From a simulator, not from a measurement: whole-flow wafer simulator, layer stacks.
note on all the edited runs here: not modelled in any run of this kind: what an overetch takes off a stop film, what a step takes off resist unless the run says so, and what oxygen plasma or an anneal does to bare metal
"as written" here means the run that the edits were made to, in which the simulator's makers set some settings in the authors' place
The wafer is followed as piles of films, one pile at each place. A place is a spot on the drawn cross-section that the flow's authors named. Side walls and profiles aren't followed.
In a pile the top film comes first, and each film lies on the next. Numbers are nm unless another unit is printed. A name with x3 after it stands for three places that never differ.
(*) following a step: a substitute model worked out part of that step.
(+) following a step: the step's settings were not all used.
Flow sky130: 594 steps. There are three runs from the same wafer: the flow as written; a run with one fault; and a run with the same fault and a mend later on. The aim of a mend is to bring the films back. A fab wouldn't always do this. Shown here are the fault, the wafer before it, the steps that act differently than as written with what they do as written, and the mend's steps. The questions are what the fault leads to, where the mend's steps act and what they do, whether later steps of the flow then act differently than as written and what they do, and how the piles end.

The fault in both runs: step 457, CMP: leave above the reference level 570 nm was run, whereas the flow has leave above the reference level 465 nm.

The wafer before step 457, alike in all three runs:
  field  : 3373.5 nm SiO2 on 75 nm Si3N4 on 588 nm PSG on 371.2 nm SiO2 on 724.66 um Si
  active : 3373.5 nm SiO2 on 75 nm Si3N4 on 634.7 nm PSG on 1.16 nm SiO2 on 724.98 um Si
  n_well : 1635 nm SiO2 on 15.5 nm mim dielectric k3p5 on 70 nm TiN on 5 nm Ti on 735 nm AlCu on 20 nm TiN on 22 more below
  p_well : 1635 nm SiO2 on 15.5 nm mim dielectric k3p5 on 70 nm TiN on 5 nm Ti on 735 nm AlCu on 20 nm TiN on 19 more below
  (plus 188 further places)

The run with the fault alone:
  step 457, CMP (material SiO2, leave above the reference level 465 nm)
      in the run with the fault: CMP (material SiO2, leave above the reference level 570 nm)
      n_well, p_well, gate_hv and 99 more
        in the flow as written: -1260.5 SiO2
        in the run with the fault: -1155.5 SiO2
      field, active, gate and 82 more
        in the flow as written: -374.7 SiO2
        in the run with the fault: -269.7 SiO2
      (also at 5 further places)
  Later steps of the flow acting differently than as written:
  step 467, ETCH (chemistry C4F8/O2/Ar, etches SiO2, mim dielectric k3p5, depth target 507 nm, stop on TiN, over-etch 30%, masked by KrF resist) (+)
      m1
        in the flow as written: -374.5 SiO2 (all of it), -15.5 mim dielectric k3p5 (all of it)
        in the run with the fault: -479.5 SiO2 (all of it), -15.5 mim dielectric k3p5 (all of it)
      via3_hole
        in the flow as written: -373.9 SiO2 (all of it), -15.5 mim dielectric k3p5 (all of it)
        in the run with the fault: -478.9 SiO2 (all of it), -15.5 mim dielectric k3p5 (all of it)
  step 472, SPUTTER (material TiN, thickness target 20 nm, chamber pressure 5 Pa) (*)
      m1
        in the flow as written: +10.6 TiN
        in the run with the fault: +9.24 TiN
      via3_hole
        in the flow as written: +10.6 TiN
        in the run with the fault: +9.23 TiN
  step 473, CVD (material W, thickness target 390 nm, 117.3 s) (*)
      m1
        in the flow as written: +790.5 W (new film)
        in the run with the fault: +896.8 W (new film)
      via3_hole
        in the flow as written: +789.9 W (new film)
        in the run with the fault: +896.2 W (new film)
  The piles end different from the flow's at field, active, n_well and 190 more by more than 2% or 0.5 nm, whichever is larger.
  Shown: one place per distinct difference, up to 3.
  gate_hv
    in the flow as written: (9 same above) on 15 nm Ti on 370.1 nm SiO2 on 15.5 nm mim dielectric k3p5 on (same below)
    in the run with the fault: (9 same above) on 15 nm Ti on 475.1 nm SiO2 on 15.5 nm mim dielectric k3p5 on (same below)
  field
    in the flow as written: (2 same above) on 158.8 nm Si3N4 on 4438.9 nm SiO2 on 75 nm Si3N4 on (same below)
    in the run with the fault: (2 same above) on 158.8 nm Si3N4 on 4543.9 nm SiO2 on 75 nm Si3N4 on (same below)
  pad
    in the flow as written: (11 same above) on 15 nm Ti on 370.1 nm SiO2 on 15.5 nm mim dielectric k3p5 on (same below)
    in the run with the fault: (11 same above) on 15 nm Ti on 475.1 nm SiO2 on 15.5 nm mim dielectric k3p5 on (same below)

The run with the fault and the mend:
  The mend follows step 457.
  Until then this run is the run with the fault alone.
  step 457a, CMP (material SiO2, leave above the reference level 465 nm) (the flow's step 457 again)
      field, active, n_well and 189 more
        -105 SiO2
  Every later step of the flow that is run acts as written at every place that is followed.
  At every place that both follow, the piles at the end match the flow's.
